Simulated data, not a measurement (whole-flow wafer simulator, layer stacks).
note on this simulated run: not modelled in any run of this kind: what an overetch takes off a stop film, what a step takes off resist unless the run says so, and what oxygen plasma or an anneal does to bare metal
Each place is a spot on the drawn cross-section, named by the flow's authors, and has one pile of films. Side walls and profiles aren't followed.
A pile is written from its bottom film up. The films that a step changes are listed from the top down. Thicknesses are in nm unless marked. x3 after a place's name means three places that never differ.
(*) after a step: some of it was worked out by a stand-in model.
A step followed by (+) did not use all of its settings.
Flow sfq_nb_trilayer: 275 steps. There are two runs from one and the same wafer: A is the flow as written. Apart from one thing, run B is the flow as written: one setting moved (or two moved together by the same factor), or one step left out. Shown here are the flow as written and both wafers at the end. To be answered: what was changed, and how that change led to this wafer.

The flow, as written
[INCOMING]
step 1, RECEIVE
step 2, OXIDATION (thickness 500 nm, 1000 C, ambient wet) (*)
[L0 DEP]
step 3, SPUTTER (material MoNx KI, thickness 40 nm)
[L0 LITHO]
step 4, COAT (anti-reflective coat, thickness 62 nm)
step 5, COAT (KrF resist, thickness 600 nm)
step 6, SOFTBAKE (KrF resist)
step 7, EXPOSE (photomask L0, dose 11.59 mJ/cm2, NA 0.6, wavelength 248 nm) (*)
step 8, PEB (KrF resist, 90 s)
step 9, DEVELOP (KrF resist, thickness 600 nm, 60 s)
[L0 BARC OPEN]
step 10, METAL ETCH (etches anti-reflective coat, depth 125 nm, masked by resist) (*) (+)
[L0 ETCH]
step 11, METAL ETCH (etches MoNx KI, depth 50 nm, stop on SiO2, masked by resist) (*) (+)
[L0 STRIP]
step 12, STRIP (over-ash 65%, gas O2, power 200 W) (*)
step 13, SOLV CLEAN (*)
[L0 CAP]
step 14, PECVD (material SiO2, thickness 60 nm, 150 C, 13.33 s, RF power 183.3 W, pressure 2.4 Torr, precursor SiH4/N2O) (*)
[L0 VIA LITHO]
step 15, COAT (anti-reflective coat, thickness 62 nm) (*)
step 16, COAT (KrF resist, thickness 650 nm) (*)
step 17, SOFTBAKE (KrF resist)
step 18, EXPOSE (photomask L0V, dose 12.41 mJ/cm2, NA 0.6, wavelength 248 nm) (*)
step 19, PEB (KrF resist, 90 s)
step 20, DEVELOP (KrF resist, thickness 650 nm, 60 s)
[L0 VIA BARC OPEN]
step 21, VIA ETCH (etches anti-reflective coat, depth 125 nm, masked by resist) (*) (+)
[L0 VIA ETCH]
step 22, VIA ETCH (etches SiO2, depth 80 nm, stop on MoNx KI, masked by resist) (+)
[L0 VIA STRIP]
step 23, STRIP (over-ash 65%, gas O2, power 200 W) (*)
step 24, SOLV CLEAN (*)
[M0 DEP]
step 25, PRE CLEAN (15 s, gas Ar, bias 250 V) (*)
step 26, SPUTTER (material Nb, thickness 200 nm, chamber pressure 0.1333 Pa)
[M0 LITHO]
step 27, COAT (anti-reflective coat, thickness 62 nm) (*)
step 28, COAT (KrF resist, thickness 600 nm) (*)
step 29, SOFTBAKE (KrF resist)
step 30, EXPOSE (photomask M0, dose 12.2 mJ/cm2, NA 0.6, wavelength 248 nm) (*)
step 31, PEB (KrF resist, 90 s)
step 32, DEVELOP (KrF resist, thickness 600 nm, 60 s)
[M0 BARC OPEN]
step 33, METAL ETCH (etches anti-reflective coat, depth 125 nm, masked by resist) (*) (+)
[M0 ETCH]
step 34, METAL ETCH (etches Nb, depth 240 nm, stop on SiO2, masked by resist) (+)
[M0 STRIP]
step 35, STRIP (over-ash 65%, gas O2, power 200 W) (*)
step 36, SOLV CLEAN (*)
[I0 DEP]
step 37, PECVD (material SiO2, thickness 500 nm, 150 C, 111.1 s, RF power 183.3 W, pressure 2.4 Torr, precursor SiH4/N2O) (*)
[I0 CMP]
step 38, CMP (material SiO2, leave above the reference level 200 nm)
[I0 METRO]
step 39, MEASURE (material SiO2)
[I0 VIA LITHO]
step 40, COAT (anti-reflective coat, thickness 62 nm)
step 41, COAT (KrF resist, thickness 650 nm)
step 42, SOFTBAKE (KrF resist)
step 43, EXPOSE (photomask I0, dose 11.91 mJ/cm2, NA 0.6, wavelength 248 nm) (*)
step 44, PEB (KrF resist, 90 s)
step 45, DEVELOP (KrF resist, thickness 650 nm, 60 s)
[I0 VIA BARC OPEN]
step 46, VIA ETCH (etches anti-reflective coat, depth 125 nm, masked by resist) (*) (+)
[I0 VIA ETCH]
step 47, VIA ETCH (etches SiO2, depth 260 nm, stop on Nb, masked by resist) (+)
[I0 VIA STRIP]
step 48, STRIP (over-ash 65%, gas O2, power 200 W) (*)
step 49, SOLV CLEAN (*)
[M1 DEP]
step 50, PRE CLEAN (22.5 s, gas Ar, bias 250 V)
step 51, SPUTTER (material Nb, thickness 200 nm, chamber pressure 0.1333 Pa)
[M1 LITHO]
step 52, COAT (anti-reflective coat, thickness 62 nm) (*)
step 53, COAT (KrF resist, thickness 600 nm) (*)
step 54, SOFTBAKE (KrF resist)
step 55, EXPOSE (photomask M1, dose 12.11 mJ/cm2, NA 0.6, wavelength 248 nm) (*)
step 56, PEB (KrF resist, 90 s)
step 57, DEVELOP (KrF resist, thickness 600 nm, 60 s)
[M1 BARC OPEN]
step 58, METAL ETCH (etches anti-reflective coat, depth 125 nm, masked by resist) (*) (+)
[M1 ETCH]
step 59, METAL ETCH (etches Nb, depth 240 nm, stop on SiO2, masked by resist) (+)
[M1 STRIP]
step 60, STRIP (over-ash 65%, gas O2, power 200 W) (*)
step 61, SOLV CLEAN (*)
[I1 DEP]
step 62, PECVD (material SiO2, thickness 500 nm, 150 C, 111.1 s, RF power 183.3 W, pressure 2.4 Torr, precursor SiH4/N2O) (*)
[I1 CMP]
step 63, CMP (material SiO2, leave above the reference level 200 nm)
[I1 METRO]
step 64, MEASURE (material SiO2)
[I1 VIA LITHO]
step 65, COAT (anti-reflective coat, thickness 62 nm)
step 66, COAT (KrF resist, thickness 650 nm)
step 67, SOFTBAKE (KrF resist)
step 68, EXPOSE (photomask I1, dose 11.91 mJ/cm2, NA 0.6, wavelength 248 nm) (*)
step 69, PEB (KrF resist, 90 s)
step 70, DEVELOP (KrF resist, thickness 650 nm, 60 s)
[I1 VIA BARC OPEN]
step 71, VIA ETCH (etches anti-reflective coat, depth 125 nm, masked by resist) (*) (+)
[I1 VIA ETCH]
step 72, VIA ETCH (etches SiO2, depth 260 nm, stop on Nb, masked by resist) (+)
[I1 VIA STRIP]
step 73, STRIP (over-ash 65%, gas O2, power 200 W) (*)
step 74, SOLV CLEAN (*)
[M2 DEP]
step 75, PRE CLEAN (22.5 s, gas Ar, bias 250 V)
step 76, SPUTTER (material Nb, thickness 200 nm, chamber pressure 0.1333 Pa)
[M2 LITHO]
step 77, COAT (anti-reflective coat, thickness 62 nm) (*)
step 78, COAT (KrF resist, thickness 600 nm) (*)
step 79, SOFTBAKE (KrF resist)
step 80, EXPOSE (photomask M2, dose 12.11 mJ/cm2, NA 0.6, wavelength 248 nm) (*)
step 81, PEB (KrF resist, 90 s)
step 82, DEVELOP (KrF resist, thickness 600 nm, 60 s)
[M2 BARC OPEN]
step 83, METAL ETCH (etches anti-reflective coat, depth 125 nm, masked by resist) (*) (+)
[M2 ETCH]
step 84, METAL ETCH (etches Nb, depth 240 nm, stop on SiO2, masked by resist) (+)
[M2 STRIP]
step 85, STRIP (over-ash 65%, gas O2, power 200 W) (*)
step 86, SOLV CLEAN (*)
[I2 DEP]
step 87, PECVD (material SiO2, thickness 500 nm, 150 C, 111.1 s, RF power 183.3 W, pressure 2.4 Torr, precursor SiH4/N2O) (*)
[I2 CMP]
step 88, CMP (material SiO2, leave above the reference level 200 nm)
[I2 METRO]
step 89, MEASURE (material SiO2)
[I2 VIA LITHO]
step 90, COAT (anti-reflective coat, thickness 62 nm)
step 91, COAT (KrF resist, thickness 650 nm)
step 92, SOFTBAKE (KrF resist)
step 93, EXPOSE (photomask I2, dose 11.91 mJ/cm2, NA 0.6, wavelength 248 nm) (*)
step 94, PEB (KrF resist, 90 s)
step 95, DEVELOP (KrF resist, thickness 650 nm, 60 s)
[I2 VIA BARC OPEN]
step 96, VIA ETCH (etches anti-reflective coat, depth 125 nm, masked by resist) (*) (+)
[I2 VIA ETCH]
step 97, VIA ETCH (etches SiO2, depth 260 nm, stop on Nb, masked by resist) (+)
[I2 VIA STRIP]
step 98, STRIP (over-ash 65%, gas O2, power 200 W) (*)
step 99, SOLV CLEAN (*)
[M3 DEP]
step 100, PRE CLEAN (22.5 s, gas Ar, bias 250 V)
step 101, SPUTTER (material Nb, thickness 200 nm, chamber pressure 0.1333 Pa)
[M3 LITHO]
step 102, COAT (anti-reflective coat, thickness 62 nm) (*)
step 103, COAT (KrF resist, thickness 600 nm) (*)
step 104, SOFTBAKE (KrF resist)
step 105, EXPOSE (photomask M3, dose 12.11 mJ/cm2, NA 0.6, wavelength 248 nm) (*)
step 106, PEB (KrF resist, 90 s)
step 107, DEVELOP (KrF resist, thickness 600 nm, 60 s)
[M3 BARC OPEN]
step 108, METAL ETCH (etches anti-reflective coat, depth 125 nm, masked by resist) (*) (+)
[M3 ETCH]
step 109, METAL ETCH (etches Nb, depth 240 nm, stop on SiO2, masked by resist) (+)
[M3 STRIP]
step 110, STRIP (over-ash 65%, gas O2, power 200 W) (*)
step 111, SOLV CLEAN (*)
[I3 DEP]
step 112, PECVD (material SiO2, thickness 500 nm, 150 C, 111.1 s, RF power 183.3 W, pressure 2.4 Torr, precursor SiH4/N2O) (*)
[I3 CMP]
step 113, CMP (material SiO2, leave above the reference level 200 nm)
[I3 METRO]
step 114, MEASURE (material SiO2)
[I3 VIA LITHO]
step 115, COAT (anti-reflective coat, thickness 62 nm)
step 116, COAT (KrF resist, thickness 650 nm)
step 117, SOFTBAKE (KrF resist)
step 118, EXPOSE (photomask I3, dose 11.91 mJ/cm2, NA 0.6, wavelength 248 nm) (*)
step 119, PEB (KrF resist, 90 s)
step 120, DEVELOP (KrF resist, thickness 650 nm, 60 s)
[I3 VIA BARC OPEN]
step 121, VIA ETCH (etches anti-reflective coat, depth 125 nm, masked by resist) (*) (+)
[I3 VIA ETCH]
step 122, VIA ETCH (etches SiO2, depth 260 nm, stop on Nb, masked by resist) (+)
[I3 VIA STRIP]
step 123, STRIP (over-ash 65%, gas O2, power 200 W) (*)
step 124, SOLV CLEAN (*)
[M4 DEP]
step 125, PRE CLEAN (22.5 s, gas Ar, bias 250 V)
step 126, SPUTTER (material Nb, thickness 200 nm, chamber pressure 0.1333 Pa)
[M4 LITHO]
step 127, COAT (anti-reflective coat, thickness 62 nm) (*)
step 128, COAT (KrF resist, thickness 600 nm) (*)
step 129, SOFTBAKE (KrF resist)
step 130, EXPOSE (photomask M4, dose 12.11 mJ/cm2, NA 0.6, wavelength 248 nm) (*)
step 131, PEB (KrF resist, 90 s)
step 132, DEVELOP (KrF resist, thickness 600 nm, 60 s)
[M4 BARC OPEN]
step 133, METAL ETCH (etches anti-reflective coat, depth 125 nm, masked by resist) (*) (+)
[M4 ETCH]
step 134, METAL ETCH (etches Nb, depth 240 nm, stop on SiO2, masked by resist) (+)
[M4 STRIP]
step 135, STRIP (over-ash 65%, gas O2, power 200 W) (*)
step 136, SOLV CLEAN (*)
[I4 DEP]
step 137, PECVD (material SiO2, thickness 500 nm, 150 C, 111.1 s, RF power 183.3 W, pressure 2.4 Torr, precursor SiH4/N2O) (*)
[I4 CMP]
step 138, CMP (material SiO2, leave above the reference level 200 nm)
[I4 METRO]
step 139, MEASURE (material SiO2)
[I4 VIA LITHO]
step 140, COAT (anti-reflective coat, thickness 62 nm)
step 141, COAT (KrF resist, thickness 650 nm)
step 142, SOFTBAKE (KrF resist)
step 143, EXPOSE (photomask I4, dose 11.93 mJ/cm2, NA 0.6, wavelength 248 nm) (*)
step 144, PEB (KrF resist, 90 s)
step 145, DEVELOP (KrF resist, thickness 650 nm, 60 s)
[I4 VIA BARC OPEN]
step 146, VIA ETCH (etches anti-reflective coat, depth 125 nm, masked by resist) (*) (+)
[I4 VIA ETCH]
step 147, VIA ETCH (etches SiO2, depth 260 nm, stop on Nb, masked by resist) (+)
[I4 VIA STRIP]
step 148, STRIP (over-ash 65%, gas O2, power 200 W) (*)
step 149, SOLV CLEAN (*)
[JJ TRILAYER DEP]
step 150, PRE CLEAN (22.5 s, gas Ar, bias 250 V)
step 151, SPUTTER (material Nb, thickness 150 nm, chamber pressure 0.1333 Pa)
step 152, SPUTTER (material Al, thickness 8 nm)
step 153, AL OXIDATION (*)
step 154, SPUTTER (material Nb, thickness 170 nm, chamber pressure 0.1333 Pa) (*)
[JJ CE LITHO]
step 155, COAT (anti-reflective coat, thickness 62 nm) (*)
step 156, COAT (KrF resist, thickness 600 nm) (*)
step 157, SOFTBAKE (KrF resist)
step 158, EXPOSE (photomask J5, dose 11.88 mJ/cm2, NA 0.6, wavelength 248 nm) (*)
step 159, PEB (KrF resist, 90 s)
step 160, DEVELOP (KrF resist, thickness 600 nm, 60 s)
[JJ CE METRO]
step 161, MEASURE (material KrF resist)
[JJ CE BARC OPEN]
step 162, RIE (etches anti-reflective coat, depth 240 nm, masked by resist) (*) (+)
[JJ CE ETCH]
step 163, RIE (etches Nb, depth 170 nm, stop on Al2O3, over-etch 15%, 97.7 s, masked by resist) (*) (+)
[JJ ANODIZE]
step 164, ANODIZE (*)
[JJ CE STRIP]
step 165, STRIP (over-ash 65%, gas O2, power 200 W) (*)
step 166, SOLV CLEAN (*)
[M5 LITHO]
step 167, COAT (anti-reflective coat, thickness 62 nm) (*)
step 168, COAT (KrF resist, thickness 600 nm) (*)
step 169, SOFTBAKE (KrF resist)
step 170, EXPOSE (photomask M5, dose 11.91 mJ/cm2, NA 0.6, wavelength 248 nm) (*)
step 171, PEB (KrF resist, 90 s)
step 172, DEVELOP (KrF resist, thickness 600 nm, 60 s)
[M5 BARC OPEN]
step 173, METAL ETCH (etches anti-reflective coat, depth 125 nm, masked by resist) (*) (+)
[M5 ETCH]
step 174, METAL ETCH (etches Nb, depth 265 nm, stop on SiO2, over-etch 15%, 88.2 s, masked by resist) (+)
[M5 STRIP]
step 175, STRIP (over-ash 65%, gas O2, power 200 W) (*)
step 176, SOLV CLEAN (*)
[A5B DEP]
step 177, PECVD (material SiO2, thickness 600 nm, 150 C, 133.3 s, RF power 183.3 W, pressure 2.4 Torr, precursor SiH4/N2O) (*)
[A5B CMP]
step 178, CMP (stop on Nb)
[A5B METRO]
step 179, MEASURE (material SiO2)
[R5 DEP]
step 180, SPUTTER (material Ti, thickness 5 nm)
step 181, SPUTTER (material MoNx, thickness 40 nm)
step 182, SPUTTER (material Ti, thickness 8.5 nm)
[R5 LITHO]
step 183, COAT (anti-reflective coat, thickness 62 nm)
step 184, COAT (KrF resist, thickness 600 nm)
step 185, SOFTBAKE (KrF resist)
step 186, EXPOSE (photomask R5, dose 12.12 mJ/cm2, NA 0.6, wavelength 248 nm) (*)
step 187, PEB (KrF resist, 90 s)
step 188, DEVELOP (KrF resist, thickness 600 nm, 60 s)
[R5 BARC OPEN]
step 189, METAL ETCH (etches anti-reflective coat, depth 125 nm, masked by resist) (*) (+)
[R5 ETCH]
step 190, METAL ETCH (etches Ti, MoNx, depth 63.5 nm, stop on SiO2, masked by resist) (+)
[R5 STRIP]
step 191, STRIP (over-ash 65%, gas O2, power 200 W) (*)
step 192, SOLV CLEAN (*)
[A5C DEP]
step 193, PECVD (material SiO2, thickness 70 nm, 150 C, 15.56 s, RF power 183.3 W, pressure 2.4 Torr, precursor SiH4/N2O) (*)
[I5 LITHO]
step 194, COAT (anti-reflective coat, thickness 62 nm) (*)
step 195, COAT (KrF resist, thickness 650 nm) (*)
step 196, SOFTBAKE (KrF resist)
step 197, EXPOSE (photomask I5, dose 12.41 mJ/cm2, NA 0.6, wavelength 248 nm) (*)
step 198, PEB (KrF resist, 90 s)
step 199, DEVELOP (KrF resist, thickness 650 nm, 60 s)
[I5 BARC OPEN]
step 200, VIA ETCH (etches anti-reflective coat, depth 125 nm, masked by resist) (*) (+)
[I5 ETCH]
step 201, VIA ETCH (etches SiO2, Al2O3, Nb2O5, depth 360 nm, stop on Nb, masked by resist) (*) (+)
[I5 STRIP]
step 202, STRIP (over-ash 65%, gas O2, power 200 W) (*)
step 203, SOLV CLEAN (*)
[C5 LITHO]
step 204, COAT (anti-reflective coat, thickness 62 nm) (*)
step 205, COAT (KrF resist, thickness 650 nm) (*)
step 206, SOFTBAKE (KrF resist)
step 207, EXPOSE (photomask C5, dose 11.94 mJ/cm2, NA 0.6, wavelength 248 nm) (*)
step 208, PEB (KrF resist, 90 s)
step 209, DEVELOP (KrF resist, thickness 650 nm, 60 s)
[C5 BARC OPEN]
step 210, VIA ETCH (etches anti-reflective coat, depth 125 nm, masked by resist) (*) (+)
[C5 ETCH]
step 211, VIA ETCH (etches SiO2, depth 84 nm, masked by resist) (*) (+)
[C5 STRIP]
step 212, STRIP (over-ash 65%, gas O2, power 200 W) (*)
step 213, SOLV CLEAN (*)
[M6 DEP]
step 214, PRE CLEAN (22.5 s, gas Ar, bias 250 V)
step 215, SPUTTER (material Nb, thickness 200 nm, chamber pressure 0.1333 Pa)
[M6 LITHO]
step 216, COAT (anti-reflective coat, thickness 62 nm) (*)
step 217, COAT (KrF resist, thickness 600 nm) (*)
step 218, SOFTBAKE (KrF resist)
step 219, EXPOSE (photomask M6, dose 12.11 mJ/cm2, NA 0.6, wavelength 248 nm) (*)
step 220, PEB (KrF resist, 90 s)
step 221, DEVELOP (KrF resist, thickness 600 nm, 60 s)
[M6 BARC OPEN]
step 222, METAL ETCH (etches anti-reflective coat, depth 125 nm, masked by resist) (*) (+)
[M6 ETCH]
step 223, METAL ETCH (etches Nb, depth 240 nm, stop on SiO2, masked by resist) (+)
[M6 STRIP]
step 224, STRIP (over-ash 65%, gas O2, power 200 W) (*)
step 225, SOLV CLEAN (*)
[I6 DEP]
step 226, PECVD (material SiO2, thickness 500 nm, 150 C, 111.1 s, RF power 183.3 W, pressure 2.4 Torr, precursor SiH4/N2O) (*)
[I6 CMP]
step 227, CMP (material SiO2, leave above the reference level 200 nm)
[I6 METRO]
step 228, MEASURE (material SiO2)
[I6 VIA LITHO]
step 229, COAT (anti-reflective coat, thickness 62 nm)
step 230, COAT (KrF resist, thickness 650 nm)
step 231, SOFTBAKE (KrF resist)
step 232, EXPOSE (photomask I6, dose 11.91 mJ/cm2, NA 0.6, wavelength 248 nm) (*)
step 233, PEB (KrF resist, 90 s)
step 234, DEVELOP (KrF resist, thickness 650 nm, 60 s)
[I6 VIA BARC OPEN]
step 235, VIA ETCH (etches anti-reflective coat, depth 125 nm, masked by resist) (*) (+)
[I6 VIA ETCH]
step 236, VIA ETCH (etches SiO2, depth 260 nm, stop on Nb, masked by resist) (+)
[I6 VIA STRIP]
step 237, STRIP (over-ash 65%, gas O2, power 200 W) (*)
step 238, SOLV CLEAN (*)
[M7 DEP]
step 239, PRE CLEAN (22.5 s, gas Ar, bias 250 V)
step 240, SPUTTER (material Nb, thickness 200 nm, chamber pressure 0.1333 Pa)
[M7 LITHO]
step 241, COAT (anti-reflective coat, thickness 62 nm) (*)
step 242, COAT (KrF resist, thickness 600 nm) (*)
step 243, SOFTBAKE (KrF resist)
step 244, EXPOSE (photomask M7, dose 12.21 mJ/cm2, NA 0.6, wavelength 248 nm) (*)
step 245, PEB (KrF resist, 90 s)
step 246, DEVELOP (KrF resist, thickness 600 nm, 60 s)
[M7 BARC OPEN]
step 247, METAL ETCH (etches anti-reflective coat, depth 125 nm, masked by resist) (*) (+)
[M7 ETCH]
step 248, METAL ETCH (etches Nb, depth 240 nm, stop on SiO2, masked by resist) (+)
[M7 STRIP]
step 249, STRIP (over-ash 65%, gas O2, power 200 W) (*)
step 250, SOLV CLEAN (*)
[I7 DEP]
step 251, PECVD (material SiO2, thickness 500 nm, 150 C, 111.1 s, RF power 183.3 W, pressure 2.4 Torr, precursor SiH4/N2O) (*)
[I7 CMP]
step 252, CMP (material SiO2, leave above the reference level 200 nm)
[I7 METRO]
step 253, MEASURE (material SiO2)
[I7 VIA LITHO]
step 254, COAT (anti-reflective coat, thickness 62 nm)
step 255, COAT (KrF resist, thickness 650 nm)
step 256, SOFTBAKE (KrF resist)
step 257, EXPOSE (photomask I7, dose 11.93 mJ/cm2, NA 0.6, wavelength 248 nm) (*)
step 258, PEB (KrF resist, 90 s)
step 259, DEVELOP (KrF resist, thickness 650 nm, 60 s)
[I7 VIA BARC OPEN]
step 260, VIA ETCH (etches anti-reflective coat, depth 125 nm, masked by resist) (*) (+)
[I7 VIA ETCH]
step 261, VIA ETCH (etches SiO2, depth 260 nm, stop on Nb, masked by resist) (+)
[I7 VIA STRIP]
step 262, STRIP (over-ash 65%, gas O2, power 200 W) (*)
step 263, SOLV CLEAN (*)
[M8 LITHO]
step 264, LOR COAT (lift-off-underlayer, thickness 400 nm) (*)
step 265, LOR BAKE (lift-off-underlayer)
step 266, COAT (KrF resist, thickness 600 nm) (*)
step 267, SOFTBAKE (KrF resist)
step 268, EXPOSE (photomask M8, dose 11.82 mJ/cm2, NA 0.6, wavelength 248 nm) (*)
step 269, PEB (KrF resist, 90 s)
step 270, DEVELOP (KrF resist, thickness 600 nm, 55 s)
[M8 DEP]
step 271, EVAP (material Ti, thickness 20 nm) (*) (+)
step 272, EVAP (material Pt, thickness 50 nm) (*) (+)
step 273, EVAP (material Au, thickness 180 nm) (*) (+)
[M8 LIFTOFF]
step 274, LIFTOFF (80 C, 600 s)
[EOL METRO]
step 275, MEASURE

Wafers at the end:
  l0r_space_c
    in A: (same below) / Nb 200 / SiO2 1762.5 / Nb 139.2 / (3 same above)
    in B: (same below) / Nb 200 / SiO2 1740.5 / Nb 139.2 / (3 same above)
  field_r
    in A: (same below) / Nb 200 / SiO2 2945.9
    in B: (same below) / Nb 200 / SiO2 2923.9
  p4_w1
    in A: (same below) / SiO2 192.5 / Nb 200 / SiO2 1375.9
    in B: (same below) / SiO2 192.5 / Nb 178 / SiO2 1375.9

What caused this: step 126, SPUTTER: thickness 178 nm was run, while the flow as written has thickness 200 nm.
The wafer lets one read it off: p4_w1 has Nb 178, and step 126 as written asks for 200 nm.

The path from the change to this, step by step:
  step 126, SPUTTER (material Nb, thickness 200 nm, chamber pressure 0.1333 Pa)
      field_l, v_sur, via_wl and 102 more: A Nb gains 200 (new film) | B Nb gains 178 (new film)
      via_v: A Nb gains 165.5 | B Nb gains 147.2
  step 134, METAL ETCH (etches Nb, depth 240 nm, stop on SiO2, masked by resist) (+)
      field_l, be, be_sur and 64 more: A Nb loses 200 (all of it) | B Nb loses 178 (all of it)
  step 137, PECVD (material SiO2, thickness 500 nm, 150 C, 111.1 s, RF power 183.3 W, pressure 2.4 Torr, precursor SiH4/N2O) (*)
      p3_s0, p3_s1, p3_s2, p3_s3, p3_s4, p3_s5: A SiO2 gains 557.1 | B SiO2 gains 535.1
  step 138, CMP (material SiO2, leave above the reference level 200 nm)
      field_l, be, be_sur and 55 more: A SiO2 loses 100 | B SiO2 loses 122
      lsp_r, l0_sur, l0v: A SiO2 loses 91.9 | B SiO2 loses 114.8
